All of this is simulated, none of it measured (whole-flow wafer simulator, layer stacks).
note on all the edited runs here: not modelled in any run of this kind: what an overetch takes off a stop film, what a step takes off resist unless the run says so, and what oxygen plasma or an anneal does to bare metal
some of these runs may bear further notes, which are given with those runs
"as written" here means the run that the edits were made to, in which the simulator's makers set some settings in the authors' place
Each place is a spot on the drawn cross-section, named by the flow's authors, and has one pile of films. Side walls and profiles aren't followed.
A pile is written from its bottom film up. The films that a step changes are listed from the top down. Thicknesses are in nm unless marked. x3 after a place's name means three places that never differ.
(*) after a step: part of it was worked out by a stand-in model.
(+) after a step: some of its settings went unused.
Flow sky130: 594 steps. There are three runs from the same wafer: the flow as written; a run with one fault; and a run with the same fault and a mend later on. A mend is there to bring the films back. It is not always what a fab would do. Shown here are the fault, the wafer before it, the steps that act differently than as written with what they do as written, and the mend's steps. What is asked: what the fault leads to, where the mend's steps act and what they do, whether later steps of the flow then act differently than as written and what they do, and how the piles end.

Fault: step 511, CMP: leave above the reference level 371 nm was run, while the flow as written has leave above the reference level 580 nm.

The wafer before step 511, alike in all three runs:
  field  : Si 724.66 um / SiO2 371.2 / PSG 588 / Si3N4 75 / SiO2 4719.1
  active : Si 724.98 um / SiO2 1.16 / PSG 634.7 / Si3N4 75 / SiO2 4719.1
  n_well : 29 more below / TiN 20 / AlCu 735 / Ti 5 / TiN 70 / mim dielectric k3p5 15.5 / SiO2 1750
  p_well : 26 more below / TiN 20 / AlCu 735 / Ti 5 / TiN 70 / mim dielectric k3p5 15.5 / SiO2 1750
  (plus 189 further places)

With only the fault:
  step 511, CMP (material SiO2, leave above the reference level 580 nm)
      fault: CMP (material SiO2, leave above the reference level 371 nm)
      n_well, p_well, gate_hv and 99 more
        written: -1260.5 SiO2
        fault: -1469.5 SiO2
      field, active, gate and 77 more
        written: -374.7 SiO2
        fault: -583.7 SiO2
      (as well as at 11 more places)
  Later steps of the flow acting differently than as written:
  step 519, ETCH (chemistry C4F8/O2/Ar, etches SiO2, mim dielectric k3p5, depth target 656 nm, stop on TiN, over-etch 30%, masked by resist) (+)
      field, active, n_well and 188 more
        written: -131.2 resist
        fault: -77.1 resist
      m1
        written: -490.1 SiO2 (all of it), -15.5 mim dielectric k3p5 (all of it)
        fault: -281.1 SiO2 (all of it), -15.5 mim dielectric k3p5 (all of it)
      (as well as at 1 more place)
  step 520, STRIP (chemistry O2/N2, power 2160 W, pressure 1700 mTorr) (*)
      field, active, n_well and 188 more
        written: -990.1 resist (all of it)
        fault: -1044.2 resist (all of it)
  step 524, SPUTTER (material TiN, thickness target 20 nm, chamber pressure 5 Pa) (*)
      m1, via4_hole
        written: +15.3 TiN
        fault: +16.8 TiN
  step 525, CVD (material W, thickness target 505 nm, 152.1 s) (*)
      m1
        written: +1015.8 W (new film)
        fault: +608.5 W (new film)
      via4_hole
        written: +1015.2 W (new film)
        fault: +609.6 W (new film)
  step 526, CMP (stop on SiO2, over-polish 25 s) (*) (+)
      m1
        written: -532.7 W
        fault: -335.9 W
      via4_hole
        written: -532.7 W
        fault: -337.7 W
  At field, active, n_well and 190 more, the piles at the end differ from the flow's by more than 2% or 0.5 nm, whichever is larger.
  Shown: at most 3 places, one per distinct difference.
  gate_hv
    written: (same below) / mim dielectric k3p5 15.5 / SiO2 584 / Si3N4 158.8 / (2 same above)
    fault: (same below) / mim dielectric k3p5 15.5 / SiO2 375 / Si3N4 158.8 / (2 same above)
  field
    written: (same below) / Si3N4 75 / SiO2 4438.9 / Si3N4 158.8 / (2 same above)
    fault: (same below) / Si3N4 75 / SiO2 4229.9 / Si3N4 158.8 / (2 same above)
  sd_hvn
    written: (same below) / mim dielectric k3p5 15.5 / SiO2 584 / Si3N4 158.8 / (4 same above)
    fault: (same below) / mim dielectric k3p5 15.5 / SiO2 375 / Si3N4 158.8 / (4 same above)

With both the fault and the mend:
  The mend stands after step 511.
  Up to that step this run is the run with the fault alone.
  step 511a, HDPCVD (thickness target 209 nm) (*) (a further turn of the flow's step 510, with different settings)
      field, active, n_well and 190 more
        +209 SiO2
  None of the later steps of the flow acts differently than as written at any place that is followed.
  At every place that both follow, the piles at the end match the flow's.
